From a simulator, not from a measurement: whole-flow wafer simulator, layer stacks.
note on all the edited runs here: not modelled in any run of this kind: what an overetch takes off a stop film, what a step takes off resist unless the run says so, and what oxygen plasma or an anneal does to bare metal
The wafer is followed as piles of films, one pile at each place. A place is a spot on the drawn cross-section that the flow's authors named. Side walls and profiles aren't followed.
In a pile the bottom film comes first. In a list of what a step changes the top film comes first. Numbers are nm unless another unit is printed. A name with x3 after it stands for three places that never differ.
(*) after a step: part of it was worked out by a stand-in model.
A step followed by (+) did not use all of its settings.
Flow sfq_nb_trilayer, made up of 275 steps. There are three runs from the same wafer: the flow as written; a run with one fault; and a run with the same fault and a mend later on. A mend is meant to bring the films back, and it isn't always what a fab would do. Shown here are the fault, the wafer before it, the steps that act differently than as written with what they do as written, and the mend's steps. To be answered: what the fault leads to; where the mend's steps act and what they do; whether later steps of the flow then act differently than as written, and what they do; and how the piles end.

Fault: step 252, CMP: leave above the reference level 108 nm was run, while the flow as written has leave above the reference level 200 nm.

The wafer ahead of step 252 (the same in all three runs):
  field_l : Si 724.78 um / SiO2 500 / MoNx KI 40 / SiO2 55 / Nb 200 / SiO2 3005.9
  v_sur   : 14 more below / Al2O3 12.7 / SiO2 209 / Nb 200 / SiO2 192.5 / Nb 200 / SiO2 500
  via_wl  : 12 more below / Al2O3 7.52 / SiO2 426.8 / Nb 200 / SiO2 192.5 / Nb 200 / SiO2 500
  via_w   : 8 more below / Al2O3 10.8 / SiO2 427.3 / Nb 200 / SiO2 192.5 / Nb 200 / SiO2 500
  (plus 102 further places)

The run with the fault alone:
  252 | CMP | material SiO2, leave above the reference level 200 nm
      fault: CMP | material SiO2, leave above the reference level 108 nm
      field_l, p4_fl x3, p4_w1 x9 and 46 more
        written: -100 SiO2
        fault: -192 SiO2
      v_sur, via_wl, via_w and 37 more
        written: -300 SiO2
        fault: -392 SiO2
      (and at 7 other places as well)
  Steps later in the flow that act otherwise than as written (2 more steps, not shown, differ only slightly: by at most 2% or 0.5 nm, whichever is larger):
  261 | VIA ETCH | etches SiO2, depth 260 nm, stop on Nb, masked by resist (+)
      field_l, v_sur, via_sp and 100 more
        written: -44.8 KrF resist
        fault: -27.9 KrF resist
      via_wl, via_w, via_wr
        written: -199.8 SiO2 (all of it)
        fault: -107.8 SiO2 (all of it)
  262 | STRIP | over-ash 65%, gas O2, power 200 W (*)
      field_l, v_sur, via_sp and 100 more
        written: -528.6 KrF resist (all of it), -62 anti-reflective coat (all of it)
        fault: -545.5 KrF resist (all of it), -62 anti-reflective coat (all of it)
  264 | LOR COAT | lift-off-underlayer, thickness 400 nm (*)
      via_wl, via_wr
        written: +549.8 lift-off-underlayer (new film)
        fault: +480.9 lift-off-underlayer (new film)
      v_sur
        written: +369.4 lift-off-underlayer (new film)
        fault: +383.5 lift-off-underlayer (new film)
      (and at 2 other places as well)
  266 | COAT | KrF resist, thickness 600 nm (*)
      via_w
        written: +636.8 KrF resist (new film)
        fault: +619.9 KrF resist (new film)
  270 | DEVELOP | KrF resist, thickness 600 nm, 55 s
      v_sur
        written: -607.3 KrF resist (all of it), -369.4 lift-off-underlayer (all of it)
        fault: -603.4 KrF resist (all of it), -383.5 lift-off-underlayer (all of it)
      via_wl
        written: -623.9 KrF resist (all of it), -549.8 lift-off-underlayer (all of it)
        fault: -612.3 KrF resist (all of it), -480.9 lift-off-underlayer (all of it)
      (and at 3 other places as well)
  The piles end different from the flow's at field_l, v_sur, via_sp and 100 more by more than 2% or 0.5 nm, whichever is larger.
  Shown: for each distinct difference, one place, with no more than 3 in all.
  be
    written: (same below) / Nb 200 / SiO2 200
    fault: (same below) / Nb 200 / SiO2 108
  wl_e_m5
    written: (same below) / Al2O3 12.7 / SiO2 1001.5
    fault: (same below) / Al2O3 12.7 / SiO2 909.5
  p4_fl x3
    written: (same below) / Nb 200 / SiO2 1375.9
    fault: (same below) / Nb 200 / SiO2 1283.9

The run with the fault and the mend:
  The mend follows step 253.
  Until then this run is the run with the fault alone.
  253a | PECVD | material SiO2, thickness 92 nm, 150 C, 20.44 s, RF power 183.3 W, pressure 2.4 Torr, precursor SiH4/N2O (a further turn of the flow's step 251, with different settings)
      field_l, v_sur, via_wl and 103 more
        +92 SiO2
  Later steps of the flow that are run all act as written at every place that is followed.
  The piles end the same as the flow's at every place that both follow.
